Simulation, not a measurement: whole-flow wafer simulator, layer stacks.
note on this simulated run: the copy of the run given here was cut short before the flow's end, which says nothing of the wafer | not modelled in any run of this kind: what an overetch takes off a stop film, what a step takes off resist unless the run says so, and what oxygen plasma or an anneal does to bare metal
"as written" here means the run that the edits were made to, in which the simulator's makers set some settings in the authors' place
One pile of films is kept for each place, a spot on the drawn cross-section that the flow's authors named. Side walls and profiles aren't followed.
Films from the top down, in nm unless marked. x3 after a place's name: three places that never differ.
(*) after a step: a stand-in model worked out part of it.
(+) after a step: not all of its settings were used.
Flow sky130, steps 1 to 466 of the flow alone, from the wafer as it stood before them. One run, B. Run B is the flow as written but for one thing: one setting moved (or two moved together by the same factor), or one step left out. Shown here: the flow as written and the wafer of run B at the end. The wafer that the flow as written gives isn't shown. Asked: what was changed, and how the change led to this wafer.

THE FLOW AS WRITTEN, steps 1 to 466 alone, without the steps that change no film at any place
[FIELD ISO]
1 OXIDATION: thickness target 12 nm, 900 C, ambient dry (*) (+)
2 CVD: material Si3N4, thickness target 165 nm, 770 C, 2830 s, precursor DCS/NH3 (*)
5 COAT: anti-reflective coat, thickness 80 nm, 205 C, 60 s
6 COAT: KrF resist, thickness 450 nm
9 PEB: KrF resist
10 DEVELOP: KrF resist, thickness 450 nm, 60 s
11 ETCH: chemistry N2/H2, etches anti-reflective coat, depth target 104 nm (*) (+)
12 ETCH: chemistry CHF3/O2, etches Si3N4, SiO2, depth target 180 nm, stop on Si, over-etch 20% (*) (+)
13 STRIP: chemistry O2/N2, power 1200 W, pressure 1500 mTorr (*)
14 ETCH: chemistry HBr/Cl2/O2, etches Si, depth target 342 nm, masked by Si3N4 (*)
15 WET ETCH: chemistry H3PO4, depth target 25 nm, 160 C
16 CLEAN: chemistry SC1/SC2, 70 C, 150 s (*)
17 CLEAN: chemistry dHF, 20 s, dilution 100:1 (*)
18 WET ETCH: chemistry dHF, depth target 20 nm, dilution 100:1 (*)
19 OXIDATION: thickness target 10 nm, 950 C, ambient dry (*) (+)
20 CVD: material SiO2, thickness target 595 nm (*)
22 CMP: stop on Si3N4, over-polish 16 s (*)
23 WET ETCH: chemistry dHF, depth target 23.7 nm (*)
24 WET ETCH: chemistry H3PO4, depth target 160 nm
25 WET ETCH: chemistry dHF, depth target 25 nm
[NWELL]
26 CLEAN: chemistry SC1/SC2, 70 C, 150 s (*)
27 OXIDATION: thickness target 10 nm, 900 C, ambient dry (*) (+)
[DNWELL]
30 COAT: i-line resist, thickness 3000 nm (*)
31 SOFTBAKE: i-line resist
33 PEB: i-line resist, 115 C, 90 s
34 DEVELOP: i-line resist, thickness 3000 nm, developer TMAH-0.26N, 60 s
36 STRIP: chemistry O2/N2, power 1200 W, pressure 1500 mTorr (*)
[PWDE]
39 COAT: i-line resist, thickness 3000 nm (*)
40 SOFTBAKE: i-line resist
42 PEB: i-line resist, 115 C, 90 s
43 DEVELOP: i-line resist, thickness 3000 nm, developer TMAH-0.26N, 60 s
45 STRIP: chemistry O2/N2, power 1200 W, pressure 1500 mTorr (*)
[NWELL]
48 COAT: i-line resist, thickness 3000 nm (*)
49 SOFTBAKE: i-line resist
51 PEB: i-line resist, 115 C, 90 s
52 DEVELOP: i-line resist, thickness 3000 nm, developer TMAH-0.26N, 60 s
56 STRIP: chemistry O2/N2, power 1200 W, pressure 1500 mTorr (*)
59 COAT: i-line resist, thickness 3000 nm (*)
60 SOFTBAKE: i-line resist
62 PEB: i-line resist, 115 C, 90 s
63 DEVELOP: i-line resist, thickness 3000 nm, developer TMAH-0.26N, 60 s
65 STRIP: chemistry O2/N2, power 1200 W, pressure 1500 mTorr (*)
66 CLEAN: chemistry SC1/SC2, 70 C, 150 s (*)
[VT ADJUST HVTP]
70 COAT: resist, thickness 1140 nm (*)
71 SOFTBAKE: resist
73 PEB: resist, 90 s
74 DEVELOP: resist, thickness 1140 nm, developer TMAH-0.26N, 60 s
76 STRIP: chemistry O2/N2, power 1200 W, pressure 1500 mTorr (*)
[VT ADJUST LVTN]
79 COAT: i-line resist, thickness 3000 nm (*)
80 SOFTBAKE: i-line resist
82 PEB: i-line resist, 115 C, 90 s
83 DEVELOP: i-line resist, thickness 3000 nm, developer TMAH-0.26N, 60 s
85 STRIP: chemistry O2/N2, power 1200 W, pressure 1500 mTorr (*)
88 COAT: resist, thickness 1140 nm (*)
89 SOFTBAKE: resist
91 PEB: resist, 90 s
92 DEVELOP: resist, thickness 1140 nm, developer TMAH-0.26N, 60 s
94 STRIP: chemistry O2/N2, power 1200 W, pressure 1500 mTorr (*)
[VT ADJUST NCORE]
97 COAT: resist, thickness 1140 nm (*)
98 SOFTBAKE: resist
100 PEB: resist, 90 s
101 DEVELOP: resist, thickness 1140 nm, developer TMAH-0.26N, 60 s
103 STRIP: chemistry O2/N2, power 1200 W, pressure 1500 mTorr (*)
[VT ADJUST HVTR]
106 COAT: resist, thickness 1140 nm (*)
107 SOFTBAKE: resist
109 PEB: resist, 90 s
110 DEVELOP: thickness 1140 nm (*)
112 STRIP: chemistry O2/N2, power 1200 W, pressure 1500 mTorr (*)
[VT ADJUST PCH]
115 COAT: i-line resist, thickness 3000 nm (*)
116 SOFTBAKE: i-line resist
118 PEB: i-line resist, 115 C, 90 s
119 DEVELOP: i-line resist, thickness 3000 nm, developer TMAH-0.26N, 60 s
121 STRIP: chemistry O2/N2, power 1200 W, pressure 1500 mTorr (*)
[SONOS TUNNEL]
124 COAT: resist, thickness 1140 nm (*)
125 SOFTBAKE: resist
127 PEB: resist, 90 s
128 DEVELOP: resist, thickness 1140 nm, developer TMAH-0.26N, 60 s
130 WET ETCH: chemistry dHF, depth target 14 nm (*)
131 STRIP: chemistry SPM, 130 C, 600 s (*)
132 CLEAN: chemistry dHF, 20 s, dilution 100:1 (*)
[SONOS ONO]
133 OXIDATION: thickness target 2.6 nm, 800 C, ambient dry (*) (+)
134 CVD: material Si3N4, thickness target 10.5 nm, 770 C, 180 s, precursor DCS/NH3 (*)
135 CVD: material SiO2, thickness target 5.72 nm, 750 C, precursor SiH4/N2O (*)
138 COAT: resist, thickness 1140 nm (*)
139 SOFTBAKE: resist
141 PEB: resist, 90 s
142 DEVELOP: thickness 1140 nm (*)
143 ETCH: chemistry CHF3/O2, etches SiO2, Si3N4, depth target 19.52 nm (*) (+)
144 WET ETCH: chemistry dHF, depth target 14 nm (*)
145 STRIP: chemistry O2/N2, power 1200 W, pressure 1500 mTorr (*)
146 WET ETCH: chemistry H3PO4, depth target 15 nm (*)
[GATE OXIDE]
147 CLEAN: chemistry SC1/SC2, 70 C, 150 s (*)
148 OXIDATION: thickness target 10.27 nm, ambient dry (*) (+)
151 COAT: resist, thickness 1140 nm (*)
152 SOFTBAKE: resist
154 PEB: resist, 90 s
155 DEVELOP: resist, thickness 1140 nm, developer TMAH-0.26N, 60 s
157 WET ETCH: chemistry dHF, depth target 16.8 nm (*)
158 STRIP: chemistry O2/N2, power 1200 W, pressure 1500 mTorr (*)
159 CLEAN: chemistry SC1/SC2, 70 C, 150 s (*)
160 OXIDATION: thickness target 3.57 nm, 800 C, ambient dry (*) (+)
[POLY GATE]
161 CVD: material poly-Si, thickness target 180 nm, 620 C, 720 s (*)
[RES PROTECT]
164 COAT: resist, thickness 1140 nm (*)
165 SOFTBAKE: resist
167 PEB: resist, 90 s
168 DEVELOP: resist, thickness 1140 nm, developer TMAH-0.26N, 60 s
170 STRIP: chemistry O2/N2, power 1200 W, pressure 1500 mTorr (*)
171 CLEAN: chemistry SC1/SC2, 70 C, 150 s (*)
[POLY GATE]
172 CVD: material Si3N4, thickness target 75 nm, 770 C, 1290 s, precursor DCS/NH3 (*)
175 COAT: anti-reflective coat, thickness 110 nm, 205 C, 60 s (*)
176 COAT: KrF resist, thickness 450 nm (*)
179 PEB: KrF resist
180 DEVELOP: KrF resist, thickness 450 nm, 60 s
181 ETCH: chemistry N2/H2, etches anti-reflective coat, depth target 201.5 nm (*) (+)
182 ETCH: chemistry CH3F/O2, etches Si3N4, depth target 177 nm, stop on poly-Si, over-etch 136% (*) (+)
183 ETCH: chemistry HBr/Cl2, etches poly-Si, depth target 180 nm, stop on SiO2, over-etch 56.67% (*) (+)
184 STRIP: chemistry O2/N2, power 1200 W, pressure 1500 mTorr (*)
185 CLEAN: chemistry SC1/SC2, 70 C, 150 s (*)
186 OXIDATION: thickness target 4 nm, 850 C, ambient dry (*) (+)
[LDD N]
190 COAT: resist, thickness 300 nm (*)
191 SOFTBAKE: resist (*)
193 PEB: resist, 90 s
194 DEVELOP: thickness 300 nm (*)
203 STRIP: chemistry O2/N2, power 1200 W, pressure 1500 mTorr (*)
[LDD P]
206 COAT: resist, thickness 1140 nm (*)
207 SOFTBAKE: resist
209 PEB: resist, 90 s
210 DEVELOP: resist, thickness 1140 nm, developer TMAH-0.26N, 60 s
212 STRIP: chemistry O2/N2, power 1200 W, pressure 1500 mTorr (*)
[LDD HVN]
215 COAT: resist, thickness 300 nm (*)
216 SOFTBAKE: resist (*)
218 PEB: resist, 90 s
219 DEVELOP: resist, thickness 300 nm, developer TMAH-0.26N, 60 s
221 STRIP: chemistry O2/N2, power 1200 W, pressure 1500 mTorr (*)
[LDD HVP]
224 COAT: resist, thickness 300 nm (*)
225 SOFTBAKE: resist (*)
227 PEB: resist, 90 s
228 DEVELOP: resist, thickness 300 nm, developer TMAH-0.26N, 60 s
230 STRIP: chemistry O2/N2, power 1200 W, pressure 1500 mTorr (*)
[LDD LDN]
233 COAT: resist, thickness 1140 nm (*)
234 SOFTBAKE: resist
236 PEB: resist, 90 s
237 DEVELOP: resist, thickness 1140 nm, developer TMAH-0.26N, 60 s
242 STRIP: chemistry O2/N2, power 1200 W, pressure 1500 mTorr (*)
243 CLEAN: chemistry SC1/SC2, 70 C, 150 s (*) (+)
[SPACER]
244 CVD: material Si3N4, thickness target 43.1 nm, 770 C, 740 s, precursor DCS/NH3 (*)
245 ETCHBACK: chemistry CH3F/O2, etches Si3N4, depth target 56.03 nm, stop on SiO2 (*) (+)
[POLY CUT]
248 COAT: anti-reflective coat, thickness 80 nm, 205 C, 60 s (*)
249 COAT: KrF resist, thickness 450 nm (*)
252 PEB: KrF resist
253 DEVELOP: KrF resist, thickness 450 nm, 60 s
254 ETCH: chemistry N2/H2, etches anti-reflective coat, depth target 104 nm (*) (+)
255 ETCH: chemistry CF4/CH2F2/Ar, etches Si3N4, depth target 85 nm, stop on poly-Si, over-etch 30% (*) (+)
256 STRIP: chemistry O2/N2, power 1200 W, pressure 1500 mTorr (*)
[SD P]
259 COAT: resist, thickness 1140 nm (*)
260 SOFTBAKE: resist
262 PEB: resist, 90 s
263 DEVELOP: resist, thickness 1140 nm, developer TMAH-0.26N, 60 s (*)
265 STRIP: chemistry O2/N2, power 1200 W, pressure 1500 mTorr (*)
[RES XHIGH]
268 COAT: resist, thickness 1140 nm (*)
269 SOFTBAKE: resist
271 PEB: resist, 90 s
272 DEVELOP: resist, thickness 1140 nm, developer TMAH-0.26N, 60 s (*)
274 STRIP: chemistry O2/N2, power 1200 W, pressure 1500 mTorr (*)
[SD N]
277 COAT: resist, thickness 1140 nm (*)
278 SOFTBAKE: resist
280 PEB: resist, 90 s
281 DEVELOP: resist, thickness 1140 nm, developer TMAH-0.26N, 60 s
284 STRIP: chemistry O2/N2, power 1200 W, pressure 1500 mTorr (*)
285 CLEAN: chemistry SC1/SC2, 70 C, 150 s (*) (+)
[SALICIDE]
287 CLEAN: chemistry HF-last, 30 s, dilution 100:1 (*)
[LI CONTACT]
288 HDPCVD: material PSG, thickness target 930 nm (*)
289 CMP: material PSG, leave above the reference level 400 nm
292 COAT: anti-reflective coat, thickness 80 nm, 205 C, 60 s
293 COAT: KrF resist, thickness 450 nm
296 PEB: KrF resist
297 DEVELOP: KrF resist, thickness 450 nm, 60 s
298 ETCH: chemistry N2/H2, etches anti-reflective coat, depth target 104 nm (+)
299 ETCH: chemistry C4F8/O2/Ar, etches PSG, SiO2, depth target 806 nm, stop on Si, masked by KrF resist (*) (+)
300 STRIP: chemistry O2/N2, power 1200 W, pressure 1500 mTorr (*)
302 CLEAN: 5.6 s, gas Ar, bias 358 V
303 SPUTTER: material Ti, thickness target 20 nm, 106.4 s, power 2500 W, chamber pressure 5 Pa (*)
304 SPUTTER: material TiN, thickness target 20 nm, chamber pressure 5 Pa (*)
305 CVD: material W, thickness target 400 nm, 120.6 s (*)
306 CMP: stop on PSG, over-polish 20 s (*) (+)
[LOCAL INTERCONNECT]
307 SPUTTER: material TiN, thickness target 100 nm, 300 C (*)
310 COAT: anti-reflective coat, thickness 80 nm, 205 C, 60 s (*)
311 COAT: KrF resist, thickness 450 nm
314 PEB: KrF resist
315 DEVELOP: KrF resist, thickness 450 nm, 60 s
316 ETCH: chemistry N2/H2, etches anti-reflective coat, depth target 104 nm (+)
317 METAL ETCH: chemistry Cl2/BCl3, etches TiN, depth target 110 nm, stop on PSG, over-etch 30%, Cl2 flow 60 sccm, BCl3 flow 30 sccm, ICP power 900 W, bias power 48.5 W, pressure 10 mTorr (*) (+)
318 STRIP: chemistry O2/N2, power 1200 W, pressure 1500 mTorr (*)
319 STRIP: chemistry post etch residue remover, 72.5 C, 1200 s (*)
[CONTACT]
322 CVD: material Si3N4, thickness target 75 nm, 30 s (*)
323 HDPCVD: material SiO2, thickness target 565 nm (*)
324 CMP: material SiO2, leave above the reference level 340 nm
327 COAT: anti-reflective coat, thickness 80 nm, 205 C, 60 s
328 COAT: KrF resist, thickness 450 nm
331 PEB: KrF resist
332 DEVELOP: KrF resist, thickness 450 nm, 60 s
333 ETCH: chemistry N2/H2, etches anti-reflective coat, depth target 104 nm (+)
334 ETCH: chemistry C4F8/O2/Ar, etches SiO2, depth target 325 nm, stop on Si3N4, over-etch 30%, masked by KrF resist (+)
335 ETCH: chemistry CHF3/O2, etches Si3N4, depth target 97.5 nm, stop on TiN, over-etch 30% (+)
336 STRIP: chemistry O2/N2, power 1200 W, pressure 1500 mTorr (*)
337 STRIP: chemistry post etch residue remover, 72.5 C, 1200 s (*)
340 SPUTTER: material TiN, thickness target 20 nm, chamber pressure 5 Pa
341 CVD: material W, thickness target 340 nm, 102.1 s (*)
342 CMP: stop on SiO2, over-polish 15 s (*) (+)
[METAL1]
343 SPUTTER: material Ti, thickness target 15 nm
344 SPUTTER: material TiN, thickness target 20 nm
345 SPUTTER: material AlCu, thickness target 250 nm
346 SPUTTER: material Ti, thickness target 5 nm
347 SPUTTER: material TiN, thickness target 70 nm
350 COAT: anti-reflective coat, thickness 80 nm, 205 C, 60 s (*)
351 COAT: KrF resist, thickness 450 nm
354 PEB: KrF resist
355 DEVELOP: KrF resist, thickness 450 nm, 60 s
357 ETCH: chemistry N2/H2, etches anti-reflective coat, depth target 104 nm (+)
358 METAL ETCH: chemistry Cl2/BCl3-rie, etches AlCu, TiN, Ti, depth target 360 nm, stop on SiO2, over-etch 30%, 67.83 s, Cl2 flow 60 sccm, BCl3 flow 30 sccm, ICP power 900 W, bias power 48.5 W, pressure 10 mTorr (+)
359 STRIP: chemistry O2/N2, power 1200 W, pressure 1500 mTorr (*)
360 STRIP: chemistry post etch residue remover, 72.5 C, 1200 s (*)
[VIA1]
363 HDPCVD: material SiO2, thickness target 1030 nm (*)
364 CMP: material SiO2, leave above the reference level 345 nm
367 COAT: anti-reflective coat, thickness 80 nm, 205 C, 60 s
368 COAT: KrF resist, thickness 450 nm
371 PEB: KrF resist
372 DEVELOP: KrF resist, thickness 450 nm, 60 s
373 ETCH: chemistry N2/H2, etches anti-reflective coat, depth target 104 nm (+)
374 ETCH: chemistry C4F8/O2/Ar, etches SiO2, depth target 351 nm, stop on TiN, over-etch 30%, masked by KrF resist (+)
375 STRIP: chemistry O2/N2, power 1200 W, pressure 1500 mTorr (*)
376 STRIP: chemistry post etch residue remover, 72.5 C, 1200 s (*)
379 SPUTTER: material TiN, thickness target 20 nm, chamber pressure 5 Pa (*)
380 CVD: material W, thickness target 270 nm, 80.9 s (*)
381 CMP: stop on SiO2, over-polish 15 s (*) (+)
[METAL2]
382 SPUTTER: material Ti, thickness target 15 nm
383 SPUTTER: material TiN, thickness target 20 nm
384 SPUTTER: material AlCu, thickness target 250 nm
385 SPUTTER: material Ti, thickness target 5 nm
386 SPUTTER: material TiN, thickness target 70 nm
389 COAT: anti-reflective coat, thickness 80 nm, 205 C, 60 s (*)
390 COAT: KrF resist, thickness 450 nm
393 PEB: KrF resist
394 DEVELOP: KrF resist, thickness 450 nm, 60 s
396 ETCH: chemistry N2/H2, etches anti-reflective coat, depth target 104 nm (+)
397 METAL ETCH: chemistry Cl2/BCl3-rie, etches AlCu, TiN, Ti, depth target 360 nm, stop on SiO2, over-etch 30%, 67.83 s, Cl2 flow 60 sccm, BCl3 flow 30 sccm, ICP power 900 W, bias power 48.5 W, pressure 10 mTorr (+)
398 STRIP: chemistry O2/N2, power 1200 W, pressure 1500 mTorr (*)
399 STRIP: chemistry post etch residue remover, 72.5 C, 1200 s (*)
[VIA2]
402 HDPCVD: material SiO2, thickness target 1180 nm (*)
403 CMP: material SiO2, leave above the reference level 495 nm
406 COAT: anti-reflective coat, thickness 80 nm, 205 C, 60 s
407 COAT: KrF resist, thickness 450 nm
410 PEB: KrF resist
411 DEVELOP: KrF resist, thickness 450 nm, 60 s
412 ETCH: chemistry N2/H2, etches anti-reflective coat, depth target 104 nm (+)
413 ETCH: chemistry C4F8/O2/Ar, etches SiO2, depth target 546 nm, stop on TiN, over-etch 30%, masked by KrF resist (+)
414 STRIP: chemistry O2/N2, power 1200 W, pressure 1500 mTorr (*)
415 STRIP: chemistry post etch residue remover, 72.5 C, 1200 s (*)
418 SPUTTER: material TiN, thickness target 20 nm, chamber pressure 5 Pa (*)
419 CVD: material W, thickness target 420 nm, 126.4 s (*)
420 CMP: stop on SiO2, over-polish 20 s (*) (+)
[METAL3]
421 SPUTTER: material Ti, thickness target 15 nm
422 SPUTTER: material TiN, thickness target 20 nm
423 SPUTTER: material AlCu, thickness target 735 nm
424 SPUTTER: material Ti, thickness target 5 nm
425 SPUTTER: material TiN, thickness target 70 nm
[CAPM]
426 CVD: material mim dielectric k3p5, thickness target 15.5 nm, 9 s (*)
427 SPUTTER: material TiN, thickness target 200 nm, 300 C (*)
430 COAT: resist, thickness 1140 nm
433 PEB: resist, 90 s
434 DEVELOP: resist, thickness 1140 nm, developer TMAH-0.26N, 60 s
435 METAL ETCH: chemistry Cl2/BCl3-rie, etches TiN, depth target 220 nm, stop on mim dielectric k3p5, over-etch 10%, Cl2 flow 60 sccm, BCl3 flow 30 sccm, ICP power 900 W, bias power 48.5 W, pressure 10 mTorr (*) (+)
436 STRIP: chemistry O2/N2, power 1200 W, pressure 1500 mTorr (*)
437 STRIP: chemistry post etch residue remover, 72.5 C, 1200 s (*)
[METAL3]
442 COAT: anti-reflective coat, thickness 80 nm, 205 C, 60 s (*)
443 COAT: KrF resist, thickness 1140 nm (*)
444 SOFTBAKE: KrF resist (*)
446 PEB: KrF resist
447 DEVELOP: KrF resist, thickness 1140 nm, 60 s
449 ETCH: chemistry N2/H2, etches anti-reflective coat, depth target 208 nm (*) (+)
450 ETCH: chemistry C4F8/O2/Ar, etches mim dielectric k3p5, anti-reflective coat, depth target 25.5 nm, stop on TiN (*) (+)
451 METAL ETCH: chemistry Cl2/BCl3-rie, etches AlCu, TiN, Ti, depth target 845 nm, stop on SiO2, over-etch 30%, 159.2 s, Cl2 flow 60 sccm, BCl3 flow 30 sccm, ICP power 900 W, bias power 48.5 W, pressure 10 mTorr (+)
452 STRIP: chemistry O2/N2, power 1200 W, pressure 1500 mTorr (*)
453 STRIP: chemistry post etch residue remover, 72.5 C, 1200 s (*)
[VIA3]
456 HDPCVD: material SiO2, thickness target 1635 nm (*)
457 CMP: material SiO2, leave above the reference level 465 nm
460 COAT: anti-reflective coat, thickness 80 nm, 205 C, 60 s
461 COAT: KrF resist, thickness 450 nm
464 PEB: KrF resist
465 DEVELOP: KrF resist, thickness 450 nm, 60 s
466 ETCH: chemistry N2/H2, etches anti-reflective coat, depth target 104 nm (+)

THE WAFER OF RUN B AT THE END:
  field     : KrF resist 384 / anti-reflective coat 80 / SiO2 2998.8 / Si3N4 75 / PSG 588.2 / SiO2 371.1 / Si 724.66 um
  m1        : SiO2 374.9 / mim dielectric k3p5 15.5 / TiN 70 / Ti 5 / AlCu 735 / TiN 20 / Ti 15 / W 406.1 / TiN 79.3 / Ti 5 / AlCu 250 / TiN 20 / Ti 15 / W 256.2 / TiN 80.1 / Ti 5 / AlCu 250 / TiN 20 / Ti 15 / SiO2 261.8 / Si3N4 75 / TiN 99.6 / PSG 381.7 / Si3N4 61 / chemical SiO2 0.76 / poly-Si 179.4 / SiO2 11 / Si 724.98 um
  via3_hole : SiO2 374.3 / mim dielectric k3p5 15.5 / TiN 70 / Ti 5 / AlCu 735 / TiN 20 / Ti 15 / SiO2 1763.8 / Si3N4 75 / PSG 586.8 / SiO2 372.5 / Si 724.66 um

The cause: step 466, ETCH: depth target 88.6 nm was run, where the flow has depth target 104 nm.

How the change led to this, step by step:
  466 ETCH: chemistry N2/H2, etches anti-reflective coat, depth target 104 nm (+)
      field, active, n_well and 187 more: KrF resist -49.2 (as written it would be: KrF resist -57.8)
